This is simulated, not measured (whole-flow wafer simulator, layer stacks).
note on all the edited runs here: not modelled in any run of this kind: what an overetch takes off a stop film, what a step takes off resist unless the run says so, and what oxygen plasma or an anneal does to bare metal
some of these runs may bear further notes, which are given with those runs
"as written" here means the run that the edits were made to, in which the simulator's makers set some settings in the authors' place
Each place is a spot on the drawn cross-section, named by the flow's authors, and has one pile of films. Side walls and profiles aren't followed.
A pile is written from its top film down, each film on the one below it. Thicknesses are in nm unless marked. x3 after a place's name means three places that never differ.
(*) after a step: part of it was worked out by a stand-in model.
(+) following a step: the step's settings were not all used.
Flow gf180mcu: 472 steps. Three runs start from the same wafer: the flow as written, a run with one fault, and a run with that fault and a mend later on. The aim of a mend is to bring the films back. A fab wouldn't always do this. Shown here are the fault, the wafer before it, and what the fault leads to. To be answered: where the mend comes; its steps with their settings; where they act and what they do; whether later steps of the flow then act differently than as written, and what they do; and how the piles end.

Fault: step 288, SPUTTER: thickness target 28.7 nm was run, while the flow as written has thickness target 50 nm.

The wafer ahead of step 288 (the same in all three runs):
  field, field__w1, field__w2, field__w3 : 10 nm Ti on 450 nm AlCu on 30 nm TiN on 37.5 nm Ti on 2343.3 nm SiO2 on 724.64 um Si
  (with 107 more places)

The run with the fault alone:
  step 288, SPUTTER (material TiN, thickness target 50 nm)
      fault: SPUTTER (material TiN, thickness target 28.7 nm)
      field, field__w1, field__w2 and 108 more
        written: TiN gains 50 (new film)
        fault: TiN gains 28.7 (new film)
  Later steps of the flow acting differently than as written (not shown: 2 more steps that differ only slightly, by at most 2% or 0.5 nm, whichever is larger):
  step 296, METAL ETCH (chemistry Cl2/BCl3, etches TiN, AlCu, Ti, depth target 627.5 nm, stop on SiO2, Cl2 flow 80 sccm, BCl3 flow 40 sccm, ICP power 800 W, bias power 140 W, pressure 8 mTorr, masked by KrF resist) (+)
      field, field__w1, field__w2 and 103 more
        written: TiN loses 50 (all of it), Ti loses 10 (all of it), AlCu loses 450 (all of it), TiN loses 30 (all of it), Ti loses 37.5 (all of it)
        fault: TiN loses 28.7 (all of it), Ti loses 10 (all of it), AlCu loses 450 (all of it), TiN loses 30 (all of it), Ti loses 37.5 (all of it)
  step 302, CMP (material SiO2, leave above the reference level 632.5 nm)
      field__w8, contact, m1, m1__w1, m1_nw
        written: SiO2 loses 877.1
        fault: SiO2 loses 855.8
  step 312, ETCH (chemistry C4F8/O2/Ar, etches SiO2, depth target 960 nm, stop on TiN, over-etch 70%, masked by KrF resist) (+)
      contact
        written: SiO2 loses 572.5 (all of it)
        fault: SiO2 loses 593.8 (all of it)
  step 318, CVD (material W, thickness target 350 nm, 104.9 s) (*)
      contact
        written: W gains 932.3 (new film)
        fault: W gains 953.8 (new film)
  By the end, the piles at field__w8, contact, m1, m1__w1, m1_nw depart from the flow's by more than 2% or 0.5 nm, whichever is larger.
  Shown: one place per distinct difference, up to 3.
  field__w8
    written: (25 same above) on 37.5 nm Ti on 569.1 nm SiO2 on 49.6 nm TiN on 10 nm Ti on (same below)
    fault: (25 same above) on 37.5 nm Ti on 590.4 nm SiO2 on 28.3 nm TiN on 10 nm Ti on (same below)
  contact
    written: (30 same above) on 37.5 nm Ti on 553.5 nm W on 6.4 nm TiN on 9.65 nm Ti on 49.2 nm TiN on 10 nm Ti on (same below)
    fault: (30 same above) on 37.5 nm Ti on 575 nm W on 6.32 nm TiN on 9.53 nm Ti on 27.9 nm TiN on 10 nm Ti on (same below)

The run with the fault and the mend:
  After step 295 comes the mend.
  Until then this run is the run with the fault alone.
  step 295a, STRIP (chemistry O2/N2, power 2160 W, pressure 1700 mTorr) (*)
      field__w8, contact, m1, m1__w1, m1_nw
        KrF resist loses 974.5 (all of it)
  step 295b, SPUTTER (material TiN, thickness target 21.3 nm) (a further turn of the flow's step 288, with different settings)
      field, field__w1, field__w2 and 108 more
        TiN gains 21.3
  step 295c, HMDS (120 C, 60 s) (a further turn of the flow's step 290)
      alters no film at any place that is followed
  step 295d, COAT (KrF resist, thickness 1000 nm) (a further turn of the flow's step 291)
      field, field__w1, field__w2 and 108 more
        KrF resist gains 1000 (new film)
  step 295e, SOFTBAKE (KrF resist) (a further turn of the flow's step 292)
      alters no film at any place that is followed
  step 295f, EXPOSE (photomask Metal2) (a further turn of the flow's step 293)
      alters no film at any place that is followed
  step 295g, PEB (KrF resist, 135 C, 90 s) (a further turn of the flow's step 294)
      field, field__w1, field__w2 and 108 more
        KrF resist loses 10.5
  step 295h, DEVELOP (thickness 1000 nm, 60 s) (a further turn of the flow's step 295)
      field, field__w1, field__w2 and 103 more
        KrF resist loses 989.5 (all of it)
      field__w8, contact, m1, m1__w1, m1_nw
        KrF resist loses 14.9
  Later steps of the flow that are run all act as written at every place that is followed.
  By the end, the piles equal the flow's at every place that both follow.
